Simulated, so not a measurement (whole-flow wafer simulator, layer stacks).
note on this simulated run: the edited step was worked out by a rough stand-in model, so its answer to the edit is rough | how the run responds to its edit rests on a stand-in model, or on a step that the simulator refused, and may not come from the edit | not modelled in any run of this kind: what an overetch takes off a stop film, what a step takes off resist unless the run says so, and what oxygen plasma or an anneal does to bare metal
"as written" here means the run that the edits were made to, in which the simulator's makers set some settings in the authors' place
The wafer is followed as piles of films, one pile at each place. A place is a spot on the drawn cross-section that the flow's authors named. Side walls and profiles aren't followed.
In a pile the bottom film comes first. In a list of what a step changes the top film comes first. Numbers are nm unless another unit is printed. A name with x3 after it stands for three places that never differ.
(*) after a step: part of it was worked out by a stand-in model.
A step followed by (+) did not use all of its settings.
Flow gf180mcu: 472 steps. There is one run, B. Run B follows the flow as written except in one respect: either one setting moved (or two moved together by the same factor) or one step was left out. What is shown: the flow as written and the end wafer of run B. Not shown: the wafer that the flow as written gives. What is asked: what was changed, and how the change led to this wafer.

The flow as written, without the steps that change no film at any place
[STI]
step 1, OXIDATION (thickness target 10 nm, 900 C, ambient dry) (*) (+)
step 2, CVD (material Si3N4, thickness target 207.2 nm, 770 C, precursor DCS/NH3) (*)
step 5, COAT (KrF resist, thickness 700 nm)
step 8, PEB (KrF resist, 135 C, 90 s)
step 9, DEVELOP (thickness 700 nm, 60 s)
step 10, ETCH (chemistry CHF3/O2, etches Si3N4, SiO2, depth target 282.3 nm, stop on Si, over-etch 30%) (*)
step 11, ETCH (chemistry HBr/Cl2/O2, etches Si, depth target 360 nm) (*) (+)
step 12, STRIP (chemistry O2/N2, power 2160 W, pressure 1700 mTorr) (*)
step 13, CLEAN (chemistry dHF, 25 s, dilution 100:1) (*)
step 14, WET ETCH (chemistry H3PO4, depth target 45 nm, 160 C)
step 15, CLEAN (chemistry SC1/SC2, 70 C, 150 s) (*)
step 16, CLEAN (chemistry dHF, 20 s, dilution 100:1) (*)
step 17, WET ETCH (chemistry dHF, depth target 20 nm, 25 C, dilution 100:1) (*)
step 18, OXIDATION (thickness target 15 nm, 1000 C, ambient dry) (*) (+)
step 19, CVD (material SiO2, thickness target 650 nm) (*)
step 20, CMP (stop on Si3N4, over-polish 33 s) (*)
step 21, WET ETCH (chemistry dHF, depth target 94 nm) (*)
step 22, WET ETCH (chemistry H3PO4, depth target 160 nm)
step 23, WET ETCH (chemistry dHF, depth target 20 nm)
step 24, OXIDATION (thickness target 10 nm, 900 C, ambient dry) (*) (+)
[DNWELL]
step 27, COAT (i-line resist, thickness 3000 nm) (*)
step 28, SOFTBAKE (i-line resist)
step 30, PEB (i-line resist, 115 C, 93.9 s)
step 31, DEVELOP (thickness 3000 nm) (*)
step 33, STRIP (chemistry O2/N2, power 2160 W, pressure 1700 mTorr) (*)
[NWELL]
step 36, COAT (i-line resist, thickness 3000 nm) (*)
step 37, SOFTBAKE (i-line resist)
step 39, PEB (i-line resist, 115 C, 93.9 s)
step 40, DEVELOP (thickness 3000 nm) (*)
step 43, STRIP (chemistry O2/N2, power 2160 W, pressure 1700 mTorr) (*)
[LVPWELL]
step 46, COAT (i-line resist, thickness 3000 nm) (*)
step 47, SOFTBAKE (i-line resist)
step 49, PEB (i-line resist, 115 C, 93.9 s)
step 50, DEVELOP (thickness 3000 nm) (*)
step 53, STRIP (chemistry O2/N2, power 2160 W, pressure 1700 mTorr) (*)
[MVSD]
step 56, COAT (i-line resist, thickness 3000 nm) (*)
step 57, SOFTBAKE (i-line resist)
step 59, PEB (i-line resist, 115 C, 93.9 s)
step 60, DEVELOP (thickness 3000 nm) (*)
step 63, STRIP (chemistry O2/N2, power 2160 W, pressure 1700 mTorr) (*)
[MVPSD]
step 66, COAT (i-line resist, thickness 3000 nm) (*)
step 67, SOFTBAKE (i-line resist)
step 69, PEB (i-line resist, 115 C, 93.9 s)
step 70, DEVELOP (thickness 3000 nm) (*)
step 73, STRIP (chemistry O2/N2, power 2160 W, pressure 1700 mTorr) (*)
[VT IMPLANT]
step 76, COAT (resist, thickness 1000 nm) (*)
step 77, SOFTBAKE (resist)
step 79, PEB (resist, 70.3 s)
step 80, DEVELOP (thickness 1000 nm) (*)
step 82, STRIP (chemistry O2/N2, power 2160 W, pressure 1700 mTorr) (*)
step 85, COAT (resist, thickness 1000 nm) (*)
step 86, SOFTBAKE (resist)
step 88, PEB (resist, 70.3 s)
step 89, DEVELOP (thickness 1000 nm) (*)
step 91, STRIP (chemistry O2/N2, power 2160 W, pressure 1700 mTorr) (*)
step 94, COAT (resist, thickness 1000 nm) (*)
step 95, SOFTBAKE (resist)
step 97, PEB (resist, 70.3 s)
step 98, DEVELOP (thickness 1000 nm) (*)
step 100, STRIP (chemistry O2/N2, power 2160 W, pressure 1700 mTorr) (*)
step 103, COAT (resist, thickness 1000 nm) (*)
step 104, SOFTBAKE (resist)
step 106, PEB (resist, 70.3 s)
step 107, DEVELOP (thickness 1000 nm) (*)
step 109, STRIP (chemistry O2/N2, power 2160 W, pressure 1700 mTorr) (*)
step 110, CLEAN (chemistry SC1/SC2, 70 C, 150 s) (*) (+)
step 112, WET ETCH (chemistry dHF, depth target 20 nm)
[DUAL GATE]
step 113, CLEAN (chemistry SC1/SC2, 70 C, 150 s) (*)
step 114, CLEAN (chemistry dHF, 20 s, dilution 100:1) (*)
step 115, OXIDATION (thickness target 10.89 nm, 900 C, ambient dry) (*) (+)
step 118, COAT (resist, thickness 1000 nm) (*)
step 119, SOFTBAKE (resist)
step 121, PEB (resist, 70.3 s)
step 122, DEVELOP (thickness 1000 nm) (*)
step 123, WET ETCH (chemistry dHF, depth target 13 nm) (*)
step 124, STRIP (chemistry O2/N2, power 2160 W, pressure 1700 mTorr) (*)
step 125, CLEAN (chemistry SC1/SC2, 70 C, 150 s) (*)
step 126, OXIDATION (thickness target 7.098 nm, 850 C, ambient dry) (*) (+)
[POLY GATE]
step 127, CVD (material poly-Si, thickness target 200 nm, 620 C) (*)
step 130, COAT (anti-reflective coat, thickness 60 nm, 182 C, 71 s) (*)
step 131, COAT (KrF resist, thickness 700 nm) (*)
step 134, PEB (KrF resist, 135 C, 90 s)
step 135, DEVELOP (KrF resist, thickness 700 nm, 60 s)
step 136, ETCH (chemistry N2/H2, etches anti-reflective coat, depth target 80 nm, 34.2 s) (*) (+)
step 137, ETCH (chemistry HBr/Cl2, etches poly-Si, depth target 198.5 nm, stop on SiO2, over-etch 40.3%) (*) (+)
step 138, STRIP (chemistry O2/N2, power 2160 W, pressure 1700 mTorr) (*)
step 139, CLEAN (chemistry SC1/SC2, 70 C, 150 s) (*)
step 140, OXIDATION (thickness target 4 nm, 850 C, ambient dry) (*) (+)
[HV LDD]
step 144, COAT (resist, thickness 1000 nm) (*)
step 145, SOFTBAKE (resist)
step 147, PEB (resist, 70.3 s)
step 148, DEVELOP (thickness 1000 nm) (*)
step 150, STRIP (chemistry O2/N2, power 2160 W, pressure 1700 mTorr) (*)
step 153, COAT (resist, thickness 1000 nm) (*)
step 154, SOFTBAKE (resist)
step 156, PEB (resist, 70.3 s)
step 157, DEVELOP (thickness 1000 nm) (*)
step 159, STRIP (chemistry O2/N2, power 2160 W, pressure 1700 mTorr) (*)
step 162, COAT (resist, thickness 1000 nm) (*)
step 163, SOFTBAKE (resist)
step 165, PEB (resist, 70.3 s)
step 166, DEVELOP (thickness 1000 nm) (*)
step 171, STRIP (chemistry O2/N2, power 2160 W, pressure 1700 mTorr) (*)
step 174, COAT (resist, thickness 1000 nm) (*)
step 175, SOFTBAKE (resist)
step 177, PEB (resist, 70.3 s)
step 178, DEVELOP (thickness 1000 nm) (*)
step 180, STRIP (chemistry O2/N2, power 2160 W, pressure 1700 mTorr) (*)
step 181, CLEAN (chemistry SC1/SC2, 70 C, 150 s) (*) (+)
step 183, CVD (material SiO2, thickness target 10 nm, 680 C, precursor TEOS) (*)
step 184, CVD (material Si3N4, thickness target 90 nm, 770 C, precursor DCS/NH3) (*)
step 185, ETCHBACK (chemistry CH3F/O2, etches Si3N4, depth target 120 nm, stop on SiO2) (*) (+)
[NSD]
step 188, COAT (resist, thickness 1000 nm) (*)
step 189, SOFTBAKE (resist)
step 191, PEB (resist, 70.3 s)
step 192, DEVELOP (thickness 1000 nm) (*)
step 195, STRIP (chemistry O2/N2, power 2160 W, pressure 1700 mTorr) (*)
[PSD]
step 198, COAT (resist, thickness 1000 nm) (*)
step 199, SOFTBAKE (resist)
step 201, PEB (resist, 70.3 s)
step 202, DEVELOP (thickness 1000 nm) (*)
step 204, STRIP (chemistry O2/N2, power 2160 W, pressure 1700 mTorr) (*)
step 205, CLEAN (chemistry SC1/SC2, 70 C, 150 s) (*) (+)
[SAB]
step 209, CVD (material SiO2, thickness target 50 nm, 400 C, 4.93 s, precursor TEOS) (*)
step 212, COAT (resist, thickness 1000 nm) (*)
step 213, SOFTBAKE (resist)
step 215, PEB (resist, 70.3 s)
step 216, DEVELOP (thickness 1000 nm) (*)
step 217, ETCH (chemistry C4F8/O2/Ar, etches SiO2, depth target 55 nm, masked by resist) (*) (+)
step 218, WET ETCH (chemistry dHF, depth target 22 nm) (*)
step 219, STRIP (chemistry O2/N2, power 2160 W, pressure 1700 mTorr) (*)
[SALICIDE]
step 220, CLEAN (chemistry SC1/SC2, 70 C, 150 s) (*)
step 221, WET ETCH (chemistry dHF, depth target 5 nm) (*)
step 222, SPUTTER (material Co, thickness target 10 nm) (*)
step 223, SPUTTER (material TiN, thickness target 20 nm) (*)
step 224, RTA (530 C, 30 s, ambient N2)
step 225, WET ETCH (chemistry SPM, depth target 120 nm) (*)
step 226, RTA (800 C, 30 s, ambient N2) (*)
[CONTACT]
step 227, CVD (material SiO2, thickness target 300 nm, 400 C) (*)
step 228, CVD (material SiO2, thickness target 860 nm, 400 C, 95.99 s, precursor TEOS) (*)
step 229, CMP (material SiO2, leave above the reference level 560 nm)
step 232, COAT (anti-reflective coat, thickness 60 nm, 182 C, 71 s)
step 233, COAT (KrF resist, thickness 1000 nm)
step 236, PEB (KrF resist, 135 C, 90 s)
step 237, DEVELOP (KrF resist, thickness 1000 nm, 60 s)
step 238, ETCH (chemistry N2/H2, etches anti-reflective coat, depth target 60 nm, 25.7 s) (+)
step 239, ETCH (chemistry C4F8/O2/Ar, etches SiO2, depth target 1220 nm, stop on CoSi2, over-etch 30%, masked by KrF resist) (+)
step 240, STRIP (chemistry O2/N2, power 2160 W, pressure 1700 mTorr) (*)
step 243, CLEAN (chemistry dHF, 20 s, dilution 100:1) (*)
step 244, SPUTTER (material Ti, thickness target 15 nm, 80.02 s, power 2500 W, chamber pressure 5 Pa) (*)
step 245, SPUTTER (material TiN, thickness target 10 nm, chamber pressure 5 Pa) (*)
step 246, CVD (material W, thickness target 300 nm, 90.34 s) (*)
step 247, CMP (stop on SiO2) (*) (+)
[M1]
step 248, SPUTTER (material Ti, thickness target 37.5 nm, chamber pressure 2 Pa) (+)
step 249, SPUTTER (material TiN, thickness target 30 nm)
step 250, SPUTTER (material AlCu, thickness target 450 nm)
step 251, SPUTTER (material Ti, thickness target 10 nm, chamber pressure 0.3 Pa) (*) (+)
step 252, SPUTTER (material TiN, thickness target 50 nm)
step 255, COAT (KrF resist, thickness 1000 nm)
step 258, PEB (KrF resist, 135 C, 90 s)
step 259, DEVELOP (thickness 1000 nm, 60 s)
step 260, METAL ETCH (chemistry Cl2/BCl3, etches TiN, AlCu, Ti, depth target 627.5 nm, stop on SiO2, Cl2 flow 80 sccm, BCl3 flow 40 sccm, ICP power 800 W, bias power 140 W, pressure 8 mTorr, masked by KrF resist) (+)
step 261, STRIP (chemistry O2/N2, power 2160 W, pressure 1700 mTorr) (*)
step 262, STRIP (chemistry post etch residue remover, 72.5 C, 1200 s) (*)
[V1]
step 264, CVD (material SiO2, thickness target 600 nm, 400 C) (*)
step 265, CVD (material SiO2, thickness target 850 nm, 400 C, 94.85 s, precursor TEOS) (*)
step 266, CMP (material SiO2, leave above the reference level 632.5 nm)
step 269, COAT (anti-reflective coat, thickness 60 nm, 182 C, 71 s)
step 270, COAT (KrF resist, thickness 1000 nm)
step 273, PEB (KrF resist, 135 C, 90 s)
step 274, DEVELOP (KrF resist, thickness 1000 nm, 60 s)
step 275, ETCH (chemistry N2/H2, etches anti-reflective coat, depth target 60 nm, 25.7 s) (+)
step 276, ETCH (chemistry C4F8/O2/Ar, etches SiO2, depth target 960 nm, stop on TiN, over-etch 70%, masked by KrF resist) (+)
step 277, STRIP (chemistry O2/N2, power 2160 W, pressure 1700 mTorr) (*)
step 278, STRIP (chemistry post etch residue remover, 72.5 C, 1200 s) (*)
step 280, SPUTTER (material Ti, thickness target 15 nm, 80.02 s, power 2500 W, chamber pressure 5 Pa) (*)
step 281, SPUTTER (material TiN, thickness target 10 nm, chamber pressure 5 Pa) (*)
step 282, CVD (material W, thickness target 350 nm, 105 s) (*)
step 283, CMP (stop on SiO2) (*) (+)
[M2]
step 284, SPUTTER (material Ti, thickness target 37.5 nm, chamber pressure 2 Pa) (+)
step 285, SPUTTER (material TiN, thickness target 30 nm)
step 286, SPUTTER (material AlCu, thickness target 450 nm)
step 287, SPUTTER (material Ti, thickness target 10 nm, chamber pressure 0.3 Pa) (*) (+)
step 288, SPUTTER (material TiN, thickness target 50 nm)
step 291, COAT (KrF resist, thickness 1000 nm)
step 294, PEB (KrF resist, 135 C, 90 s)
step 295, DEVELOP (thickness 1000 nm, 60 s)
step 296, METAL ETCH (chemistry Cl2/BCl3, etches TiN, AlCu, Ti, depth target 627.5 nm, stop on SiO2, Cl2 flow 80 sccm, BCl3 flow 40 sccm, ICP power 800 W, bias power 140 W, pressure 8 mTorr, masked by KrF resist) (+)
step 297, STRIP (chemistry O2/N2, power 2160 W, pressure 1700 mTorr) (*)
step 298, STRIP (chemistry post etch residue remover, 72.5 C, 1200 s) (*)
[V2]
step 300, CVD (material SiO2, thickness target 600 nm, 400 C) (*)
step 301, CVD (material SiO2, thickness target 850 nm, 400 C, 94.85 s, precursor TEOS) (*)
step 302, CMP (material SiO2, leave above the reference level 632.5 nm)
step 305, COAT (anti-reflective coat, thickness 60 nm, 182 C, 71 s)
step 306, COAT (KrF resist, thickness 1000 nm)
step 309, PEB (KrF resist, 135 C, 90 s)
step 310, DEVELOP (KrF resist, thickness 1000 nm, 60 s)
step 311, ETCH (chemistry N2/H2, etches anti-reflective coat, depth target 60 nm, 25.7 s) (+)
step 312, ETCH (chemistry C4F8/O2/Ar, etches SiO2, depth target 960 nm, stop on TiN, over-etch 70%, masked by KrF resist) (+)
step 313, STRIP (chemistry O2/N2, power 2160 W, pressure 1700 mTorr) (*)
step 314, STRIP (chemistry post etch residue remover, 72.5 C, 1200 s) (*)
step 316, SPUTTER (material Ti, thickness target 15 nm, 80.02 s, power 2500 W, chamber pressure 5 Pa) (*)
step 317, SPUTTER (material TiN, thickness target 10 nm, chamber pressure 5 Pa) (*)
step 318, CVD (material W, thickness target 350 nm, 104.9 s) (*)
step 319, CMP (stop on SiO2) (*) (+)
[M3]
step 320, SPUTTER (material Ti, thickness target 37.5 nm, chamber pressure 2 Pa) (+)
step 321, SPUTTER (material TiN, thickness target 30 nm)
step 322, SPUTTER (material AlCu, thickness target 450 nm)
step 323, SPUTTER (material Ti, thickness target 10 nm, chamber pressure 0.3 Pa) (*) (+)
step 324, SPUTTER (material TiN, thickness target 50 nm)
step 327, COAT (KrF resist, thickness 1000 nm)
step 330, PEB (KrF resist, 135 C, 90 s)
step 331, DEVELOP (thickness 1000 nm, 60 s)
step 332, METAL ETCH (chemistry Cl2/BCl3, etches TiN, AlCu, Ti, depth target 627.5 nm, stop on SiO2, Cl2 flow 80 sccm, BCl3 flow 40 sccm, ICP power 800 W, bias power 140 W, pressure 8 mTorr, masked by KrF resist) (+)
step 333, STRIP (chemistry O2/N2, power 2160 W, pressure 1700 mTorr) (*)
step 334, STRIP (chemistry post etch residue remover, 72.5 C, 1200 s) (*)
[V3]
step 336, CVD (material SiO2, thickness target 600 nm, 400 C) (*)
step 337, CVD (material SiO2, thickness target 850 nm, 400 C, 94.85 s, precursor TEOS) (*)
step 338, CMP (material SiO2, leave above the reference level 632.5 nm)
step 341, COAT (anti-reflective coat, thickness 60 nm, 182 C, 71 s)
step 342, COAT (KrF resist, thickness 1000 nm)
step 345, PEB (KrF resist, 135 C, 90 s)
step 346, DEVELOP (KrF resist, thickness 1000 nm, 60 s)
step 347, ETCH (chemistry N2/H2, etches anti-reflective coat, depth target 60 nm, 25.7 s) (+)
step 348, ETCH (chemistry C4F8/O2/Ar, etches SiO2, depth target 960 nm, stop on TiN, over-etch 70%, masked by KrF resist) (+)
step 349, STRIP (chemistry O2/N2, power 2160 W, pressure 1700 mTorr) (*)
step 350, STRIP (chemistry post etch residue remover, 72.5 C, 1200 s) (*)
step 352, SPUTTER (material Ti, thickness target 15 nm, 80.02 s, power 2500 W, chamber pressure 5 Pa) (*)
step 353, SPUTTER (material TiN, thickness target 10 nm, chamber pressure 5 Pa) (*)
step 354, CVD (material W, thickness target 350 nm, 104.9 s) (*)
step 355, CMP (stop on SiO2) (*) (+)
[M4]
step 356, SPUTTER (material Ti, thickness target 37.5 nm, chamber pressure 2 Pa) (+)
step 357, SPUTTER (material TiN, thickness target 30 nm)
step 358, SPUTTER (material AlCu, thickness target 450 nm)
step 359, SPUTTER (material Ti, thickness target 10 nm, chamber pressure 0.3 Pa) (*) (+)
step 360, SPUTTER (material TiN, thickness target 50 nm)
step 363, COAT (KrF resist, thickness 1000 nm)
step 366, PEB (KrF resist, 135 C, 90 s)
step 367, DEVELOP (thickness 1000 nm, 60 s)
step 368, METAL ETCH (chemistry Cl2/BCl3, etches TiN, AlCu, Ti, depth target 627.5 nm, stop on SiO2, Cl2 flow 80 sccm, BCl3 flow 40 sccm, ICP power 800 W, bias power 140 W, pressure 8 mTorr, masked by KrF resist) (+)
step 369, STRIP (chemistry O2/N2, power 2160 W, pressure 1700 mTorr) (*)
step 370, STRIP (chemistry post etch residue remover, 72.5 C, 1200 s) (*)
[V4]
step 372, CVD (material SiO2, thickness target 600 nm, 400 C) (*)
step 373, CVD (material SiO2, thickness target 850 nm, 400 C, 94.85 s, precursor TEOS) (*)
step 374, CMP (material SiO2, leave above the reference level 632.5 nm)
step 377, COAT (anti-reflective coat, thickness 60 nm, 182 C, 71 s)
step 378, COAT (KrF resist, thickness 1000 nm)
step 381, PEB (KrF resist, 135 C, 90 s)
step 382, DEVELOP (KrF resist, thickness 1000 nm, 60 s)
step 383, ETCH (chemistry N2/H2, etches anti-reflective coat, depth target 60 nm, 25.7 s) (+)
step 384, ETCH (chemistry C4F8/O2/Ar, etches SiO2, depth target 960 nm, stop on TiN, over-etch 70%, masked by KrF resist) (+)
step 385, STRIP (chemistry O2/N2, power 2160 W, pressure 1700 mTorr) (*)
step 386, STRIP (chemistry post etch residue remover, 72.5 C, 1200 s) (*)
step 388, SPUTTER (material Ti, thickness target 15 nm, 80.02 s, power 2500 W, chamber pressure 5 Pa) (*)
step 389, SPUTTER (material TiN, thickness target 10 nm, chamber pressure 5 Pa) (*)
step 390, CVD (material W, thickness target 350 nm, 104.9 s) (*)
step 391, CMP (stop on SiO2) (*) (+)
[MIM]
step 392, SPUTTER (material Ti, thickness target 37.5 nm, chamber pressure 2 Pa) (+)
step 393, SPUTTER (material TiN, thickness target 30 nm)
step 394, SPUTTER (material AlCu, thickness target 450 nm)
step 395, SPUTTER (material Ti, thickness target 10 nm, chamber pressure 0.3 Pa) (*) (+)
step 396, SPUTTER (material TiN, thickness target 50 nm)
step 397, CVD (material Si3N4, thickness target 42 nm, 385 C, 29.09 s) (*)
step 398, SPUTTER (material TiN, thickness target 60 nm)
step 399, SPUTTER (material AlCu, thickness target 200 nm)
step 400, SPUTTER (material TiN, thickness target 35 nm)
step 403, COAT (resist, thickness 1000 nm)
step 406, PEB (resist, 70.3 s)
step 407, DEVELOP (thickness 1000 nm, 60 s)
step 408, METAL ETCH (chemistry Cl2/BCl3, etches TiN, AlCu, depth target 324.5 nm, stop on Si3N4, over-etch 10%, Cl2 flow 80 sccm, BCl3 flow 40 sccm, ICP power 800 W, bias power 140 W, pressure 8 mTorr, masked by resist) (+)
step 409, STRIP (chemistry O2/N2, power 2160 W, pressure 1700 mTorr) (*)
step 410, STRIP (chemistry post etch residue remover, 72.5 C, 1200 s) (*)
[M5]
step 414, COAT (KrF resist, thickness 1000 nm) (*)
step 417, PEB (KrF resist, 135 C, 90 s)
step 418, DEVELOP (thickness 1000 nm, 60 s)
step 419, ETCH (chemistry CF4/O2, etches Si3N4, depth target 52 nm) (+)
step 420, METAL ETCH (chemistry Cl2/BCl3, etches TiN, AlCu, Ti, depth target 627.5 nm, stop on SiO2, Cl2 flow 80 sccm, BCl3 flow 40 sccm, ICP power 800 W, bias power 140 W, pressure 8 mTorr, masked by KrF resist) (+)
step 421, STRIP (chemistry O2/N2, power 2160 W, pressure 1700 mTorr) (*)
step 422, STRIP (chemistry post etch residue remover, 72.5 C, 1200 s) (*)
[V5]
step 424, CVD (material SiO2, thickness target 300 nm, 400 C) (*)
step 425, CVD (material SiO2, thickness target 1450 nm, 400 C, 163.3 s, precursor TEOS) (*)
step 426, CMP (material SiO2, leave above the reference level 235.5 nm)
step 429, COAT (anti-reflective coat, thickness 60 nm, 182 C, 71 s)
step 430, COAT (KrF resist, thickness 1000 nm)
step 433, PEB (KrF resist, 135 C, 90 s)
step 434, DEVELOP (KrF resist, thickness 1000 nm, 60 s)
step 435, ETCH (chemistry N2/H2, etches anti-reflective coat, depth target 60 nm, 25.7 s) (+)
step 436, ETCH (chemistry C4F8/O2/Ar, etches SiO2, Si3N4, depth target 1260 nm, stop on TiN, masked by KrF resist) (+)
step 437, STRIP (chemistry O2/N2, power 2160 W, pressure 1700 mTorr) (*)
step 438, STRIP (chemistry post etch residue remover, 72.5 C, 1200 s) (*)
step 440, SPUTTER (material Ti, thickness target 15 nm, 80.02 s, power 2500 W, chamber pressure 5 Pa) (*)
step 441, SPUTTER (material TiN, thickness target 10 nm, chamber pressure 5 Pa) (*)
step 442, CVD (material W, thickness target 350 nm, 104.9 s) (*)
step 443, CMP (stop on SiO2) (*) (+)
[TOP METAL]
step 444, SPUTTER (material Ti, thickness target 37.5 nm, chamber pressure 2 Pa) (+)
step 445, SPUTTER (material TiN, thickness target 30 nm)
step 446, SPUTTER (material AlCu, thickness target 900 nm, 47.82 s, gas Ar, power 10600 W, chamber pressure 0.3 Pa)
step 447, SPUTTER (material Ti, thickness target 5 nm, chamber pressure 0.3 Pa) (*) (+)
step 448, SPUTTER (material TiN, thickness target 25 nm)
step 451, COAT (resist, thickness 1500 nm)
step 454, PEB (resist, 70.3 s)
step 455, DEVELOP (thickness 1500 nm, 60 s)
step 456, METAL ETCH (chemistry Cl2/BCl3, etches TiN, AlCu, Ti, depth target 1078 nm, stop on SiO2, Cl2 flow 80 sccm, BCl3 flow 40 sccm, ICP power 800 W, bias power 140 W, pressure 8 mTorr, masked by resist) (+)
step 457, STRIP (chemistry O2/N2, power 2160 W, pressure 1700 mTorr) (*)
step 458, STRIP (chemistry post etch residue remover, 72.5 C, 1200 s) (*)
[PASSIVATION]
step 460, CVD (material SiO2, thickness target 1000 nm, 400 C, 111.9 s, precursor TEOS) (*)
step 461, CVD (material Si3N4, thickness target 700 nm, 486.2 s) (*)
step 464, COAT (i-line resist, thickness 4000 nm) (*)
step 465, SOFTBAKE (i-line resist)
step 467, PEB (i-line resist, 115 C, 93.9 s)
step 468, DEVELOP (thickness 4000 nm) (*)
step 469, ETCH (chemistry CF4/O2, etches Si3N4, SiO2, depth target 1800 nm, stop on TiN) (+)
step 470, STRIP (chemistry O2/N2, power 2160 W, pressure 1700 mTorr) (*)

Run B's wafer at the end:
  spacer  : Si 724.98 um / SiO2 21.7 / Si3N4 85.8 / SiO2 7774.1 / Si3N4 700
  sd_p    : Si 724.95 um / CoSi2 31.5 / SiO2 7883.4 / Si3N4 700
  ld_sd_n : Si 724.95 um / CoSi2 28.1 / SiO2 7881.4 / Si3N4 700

What caused this: step 183, CVD: thickness target 14.5 nm was run, whereas the flow has thickness target 10 nm.

How this came from the change, step by step:
  step 183, CVD (material SiO2, thickness target 10 nm, 680 C, precursor TEOS) (*)
      field, field__w1, field__w2 and 99 more: SiO2 gains 14.5 (in the flow as written it would be: SiO2 gains 10)
      ld_drift_p: SiO2 gains 14.3 (in the flow as written it would be: SiO2 gains 9.87)
      (also at 1 further place)
  step 189, SOFTBAKE (resist)
      field__w9: resist loses 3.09 (in the flow as written it would be: resist gains 6.92)
      field_sub__w1: resist gains 9.76 (in the flow as written it would be: resist gains 7.47)
  step 199, SOFTBAKE (resist)
      field__w9: resist loses 3.09 (in the flow as written it would be: resist gains 6.92)
      field_sub__w1: resist gains 9.76 (in the flow as written it would be: resist gains 7.47)
  step 218, WET ETCH (chemistry dHF, depth target 22 nm) (*)
      gate, gate_hv, gate_p and 23 more: SiO2 loses 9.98 (all of it) (in the flow as written it would be: SiO2 loses 5.48 (all of it))
      field, field__w10, sti and 14 more: SiO2 loses 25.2 (in the flow as written it would be: SiO2 loses 24.5)
      (also at 55 further places)
  step 229, CMP (material SiO2, leave above the reference level 560 nm)
      mim: SiO2 loses 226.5 (in the flow as written it would be: SiO2 loses 221.5)
